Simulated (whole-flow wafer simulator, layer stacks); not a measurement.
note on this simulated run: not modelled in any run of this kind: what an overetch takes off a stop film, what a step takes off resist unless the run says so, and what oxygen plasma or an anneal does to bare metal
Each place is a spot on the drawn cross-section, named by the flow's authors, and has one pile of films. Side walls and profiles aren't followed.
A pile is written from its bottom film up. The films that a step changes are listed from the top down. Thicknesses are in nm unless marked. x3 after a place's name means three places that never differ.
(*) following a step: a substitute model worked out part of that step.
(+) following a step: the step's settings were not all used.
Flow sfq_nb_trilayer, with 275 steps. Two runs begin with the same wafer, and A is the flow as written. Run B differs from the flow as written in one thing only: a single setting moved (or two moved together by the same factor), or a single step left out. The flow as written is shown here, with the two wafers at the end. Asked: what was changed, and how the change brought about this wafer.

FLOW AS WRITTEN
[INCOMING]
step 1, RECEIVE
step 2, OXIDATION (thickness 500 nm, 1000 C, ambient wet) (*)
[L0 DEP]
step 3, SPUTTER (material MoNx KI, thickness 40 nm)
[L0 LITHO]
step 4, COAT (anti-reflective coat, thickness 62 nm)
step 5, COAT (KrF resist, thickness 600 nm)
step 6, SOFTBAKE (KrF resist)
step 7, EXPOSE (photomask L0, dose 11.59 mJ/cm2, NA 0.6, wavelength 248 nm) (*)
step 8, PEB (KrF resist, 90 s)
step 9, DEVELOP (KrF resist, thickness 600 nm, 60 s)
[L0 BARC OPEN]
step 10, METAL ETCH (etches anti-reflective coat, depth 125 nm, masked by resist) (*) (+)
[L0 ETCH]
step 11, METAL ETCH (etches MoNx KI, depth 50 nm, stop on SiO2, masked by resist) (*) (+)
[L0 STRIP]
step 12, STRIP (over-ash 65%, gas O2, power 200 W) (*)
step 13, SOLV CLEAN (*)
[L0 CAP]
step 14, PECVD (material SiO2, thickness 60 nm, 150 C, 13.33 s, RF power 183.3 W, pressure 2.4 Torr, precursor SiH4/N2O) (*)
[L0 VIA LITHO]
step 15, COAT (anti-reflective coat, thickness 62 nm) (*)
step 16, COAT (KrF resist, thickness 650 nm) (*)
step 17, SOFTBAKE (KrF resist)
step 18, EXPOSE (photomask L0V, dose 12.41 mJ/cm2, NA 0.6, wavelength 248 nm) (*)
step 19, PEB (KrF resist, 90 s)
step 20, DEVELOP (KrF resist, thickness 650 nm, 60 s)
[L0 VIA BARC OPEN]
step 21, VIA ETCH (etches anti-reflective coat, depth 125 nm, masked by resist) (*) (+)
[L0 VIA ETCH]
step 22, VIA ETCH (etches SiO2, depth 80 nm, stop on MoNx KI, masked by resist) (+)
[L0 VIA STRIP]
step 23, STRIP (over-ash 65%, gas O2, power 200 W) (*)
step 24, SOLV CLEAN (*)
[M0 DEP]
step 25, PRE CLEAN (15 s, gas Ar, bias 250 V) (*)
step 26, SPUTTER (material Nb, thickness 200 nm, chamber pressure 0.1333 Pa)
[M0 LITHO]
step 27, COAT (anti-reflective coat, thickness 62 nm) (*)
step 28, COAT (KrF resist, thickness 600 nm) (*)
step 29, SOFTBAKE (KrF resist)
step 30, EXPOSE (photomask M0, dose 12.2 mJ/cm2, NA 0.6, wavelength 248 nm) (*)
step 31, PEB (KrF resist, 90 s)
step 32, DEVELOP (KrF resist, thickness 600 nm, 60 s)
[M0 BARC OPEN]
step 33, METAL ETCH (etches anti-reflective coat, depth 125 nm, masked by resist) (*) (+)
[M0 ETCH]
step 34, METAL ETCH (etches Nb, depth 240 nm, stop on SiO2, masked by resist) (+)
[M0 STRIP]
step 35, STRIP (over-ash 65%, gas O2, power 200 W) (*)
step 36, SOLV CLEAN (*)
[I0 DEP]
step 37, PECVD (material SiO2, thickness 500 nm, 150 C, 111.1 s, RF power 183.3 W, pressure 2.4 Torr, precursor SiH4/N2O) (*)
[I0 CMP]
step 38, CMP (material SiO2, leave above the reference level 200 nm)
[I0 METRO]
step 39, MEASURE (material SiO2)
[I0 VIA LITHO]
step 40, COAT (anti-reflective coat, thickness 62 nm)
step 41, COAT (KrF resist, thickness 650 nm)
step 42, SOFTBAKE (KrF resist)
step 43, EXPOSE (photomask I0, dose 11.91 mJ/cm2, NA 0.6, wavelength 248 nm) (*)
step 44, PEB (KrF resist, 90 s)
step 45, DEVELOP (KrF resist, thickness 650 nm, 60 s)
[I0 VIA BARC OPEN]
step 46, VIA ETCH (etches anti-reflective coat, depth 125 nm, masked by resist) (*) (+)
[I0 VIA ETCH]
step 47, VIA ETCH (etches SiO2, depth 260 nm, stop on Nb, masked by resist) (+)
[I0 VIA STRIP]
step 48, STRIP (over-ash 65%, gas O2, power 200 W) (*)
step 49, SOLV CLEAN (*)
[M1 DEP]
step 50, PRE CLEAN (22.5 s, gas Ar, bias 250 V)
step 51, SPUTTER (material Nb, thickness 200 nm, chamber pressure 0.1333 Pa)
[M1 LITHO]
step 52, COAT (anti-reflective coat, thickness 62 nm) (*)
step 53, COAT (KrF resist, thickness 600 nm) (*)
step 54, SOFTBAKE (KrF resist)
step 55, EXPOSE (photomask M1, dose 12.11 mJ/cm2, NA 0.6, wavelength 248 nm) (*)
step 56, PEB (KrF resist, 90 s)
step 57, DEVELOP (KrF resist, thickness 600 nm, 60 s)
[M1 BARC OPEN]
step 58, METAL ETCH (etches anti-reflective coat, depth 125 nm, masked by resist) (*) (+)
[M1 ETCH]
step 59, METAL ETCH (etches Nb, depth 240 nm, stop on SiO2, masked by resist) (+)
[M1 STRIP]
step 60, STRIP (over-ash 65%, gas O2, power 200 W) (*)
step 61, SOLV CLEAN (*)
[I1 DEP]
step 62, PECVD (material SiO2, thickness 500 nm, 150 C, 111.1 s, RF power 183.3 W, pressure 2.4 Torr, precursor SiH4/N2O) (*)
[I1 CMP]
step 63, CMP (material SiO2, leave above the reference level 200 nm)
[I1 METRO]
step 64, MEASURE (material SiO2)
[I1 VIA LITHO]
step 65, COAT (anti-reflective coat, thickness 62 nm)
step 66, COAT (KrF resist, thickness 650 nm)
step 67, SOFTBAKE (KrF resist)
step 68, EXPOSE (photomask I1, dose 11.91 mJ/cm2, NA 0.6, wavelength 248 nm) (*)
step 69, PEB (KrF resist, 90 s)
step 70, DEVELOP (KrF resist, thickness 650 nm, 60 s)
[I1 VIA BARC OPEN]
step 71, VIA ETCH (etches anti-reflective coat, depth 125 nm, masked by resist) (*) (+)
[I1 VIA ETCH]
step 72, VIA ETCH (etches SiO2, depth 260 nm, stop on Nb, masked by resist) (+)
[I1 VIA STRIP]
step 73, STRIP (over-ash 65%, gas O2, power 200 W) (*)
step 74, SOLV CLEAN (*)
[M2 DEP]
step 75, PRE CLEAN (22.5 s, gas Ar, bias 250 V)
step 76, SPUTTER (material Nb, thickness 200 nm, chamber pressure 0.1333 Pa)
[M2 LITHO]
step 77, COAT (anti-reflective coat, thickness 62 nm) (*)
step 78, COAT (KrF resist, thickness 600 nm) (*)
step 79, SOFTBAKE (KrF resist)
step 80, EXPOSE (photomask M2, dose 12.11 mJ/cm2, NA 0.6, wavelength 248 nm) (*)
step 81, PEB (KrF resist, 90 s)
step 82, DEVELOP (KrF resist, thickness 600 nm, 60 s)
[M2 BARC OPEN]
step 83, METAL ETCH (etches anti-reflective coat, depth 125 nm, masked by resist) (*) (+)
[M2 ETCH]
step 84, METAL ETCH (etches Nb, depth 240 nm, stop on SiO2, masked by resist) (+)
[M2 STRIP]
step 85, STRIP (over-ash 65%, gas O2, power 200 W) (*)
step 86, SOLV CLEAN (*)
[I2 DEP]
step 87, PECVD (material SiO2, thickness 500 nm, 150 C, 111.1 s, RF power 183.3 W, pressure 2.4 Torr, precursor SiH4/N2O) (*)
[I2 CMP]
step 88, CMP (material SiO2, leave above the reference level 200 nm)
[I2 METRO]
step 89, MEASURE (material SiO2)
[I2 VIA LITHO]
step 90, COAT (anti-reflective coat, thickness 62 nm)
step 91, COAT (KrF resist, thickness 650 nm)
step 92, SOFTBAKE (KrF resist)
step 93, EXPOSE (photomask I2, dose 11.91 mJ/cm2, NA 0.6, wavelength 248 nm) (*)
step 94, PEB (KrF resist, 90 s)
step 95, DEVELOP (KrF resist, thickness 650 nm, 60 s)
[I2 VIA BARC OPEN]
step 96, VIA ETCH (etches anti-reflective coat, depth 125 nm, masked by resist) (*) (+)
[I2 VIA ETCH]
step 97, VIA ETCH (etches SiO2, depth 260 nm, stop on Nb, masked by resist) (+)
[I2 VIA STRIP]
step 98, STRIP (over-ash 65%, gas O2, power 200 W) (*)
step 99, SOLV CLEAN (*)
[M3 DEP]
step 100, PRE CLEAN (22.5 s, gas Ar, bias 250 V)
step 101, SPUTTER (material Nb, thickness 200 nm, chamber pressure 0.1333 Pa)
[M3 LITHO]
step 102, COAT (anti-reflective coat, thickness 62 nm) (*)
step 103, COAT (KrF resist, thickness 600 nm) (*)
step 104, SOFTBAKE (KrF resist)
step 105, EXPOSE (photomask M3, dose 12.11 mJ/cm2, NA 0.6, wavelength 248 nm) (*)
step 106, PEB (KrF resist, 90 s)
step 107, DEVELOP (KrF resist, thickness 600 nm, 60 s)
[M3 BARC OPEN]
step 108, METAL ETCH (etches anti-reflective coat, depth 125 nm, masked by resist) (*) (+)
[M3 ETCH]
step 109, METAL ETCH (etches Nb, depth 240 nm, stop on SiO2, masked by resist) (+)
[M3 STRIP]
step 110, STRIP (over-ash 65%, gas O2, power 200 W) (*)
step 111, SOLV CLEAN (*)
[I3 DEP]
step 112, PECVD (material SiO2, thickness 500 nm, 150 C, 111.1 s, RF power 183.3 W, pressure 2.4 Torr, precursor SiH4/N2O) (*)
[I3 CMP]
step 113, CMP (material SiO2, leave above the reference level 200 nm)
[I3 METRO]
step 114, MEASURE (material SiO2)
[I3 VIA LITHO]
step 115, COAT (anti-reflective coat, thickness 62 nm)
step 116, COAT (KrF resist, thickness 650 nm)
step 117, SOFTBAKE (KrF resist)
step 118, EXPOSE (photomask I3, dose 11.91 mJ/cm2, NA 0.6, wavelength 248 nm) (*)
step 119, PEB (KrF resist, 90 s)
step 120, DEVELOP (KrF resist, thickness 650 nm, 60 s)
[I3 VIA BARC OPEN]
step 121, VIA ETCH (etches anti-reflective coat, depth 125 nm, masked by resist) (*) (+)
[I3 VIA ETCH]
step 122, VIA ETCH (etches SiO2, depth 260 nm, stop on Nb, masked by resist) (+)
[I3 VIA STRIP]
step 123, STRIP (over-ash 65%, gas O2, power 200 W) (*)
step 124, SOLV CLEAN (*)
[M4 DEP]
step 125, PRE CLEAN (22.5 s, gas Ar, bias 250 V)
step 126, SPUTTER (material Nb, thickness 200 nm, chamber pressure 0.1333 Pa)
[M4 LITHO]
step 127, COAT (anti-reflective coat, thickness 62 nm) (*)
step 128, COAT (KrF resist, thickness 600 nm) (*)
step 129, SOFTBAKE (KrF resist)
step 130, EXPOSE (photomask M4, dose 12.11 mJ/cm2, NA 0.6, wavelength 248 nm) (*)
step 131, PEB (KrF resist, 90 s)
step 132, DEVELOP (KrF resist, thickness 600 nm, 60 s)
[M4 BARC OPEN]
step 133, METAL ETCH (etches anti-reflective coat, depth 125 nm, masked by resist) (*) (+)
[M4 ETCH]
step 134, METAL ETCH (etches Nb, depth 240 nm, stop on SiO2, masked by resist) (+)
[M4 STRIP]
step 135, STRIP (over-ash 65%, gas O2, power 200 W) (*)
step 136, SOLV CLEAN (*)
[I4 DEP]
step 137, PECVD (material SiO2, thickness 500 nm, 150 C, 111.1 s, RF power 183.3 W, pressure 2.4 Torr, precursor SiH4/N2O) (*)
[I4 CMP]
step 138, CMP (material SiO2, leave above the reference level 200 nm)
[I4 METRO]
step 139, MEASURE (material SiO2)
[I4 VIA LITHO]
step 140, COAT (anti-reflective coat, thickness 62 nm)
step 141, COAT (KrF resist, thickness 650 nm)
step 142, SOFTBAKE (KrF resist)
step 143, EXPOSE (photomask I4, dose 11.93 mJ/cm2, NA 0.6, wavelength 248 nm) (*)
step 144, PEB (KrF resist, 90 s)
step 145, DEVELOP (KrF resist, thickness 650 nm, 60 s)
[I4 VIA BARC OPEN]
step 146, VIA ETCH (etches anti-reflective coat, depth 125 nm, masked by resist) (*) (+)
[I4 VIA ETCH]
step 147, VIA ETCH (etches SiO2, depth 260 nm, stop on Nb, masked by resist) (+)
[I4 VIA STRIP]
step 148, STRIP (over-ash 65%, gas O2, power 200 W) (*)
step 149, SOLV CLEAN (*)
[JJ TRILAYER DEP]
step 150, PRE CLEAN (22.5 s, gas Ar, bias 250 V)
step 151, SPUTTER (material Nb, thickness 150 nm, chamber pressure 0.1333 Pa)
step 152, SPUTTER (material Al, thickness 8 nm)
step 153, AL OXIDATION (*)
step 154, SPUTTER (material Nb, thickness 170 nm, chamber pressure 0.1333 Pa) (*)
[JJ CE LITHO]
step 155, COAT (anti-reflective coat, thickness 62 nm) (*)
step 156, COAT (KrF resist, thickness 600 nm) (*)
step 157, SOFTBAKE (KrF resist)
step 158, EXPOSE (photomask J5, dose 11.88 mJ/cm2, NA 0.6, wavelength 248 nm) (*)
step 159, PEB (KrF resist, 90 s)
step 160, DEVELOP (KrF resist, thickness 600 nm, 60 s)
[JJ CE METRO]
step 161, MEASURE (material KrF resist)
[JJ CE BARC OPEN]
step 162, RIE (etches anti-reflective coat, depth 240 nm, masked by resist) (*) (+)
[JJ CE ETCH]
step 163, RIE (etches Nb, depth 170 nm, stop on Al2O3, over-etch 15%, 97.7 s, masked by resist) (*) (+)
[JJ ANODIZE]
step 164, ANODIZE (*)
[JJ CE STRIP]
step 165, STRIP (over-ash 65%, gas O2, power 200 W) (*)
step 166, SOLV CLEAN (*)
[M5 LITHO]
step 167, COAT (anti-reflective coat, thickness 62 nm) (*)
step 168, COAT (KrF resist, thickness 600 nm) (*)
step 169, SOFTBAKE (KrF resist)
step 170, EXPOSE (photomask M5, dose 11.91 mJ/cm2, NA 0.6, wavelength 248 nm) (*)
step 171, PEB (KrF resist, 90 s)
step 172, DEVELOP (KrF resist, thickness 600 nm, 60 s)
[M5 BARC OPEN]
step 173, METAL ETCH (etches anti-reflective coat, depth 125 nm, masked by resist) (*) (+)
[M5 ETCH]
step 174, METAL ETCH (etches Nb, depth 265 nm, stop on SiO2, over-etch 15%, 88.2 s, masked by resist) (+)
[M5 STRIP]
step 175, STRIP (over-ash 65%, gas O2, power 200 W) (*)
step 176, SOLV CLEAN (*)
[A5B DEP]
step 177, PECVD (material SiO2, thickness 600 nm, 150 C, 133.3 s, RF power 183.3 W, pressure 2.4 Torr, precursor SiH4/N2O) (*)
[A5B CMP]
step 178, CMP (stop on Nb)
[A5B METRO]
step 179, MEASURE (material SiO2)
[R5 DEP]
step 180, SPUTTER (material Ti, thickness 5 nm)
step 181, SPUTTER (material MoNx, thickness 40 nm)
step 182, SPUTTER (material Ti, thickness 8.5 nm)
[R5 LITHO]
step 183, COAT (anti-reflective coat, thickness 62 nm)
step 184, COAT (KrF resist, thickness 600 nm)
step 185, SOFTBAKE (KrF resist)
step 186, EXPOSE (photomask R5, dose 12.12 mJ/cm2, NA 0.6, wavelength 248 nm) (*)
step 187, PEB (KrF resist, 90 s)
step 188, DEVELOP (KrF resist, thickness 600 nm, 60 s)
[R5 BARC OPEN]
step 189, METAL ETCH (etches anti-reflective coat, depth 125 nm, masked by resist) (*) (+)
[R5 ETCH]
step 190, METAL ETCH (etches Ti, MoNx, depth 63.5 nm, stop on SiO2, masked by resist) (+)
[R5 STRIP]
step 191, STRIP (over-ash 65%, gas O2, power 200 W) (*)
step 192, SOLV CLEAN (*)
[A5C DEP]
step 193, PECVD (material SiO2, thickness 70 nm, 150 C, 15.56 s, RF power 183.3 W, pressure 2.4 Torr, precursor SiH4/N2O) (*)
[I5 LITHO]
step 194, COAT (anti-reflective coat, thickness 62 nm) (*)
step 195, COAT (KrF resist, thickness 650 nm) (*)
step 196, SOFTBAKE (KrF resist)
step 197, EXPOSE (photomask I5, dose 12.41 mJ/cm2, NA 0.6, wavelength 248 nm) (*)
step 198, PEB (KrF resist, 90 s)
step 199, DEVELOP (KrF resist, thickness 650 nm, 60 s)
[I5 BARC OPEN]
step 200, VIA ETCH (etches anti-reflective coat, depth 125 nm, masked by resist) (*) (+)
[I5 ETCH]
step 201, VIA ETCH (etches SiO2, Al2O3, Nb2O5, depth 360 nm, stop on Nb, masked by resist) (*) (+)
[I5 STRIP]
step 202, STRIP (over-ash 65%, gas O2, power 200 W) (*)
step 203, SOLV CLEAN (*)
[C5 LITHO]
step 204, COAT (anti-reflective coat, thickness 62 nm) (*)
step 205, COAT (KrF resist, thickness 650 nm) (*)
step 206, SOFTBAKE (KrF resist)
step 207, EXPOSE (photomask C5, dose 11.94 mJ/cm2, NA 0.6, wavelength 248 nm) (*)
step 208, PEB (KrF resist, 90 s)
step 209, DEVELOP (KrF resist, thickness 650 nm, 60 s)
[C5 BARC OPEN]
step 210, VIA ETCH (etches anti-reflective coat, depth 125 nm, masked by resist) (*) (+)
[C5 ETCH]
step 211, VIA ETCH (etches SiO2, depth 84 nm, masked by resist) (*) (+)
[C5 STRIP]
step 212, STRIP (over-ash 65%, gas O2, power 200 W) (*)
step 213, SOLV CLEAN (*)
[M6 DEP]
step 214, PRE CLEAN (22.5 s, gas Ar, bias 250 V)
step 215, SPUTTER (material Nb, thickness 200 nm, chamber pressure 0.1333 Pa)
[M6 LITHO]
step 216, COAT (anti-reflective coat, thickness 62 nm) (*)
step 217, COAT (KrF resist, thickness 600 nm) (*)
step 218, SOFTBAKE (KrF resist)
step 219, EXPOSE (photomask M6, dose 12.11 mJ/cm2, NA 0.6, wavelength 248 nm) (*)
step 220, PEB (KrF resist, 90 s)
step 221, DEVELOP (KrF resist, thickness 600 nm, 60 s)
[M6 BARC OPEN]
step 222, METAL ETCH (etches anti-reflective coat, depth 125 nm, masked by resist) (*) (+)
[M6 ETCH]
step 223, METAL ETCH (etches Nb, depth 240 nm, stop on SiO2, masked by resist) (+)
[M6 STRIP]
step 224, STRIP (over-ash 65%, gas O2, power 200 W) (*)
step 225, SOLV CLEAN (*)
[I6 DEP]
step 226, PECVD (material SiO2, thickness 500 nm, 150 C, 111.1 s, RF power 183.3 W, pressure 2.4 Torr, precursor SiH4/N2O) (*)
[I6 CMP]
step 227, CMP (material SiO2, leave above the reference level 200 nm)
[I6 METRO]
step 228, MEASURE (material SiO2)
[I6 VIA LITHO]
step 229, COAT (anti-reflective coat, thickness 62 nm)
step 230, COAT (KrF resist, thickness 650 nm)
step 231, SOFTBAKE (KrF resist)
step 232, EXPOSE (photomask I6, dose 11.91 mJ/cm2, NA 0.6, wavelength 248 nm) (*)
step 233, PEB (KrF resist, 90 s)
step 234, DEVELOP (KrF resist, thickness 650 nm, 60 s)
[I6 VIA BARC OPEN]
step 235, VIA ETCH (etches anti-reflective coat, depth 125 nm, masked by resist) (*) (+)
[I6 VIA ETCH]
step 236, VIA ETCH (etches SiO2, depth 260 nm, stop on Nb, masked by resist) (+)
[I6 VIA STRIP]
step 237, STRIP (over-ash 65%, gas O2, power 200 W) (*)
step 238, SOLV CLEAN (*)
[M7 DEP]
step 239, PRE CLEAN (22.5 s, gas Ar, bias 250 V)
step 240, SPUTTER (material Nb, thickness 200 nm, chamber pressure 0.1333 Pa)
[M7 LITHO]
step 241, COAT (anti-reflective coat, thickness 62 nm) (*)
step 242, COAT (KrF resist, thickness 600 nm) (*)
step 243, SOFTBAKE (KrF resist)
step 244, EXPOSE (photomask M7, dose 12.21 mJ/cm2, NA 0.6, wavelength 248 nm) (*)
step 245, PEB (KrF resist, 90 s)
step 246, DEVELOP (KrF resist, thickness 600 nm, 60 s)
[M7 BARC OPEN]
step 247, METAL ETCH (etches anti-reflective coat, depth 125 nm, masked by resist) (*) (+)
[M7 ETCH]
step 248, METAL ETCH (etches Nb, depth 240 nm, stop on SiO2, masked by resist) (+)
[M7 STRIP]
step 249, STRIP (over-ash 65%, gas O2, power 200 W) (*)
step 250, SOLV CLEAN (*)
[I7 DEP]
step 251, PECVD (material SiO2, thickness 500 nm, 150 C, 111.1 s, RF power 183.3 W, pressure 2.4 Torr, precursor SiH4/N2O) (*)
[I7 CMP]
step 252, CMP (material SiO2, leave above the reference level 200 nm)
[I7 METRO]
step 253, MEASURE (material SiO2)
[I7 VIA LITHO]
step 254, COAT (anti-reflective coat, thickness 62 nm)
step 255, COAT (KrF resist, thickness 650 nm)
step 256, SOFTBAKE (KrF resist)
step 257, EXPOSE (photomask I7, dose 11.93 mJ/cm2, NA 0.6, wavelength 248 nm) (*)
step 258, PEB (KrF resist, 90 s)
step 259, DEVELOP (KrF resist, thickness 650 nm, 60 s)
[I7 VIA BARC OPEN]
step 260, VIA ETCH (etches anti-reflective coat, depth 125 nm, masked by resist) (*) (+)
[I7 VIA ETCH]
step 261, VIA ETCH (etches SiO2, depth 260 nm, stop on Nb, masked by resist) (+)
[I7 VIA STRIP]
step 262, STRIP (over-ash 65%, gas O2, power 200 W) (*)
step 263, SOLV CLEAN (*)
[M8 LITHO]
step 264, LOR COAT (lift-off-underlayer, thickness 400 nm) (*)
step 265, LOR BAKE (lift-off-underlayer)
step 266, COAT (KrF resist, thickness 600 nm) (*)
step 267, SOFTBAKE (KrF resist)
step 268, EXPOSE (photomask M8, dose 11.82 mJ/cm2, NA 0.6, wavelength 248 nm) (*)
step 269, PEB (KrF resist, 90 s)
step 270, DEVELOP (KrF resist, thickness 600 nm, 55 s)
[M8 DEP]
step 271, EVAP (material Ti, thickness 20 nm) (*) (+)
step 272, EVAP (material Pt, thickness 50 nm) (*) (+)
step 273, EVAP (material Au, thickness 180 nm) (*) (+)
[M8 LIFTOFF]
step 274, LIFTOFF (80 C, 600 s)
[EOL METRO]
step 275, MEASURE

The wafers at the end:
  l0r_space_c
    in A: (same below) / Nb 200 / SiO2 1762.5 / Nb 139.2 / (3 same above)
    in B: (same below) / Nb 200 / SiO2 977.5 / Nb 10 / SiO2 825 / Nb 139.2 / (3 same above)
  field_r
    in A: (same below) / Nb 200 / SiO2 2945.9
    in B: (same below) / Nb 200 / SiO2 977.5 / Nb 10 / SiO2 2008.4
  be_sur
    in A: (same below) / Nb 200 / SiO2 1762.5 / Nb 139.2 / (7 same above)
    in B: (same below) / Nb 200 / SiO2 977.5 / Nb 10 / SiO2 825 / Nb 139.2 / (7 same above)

Cause: step 101, SPUTTER: thickness 250 nm was run, while the flow as written has thickness 200 nm.

Step by step, how the change led to this:
  step 101, SPUTTER (material Nb, thickness 200 nm, chamber pressure 0.1333 Pa)
      field_l, v_sur, via_wl and 102 more: A +200 Nb (new film) | B +250 Nb (new film)
      via_w: A +165.5 Nb | B +207.5 Nb
  step 102, COAT (anti-reflective coat, thickness 62 nm) (*)
      via_wl, via_wr: A +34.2 anti-reflective coat (new film) | B +32.9 anti-reflective coat (new film)
  step 109, METAL ETCH (etches Nb, depth 240 nm, stop on SiO2, masked by resist) (+)
      field_l, be, be_sur and 72 more: A -200 Nb (all of it) | B -240 Nb
  step 110, STRIP (over-ash 65%, gas O2, power 200 W) (*)
      via_wl, via_wr: A -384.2 KrF resist (all of it), -34.2 anti-reflective coat (all of it) | B -384.3 KrF resist (all of it), -32.9 anti-reflective coat (all of it)
  step 112, PECVD (material SiO2, thickness 500 nm, 150 C, 111.1 s, RF power 183.3 W, pressure 2.4 Torr, precursor SiH4/N2O) (*)
      field_l, be, be_sur and 64 more: A +500 SiO2 | B +500 SiO2 (new film)
      p4_g1 x2, p3_s0 x6: A +557.1 SiO2 | B +597.1 SiO2 (new film)
      (as well as at 1 more place)
  step 113, CMP (material SiO2, leave above the reference level 200 nm)
      field_l, be, be_sur and 64 more: A -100 SiO2 | B -60 SiO2
      via_w: A -181.6 SiO2 | B -157.1 SiO2
With metal films that touch counted as one body, l0r_space_c has 3 bodies (between them, from the top down: SiO2 825; SiO2 977.5); the flow as written gives 2 bodies (between them, from the top down: SiO2 1762.5).
With metal films that touch counted as one body, field_r has 2 bodies (between them, from the top down: SiO2 977.5); the flow as written gives 1 body.
With metal films that touch counted as one body, be_sur has 5 bodies (between them, from the top down: SiO2 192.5; SiO2 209 / Al2O3 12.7 / Nb2O5 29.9; SiO2 825; SiO2 977.5); the flow as written gives 4 bodies (between them, from the top down: SiO2 192.5; SiO2 209 / Al2O3 12.7 / Nb2O5 29.9; SiO2 1762.5).
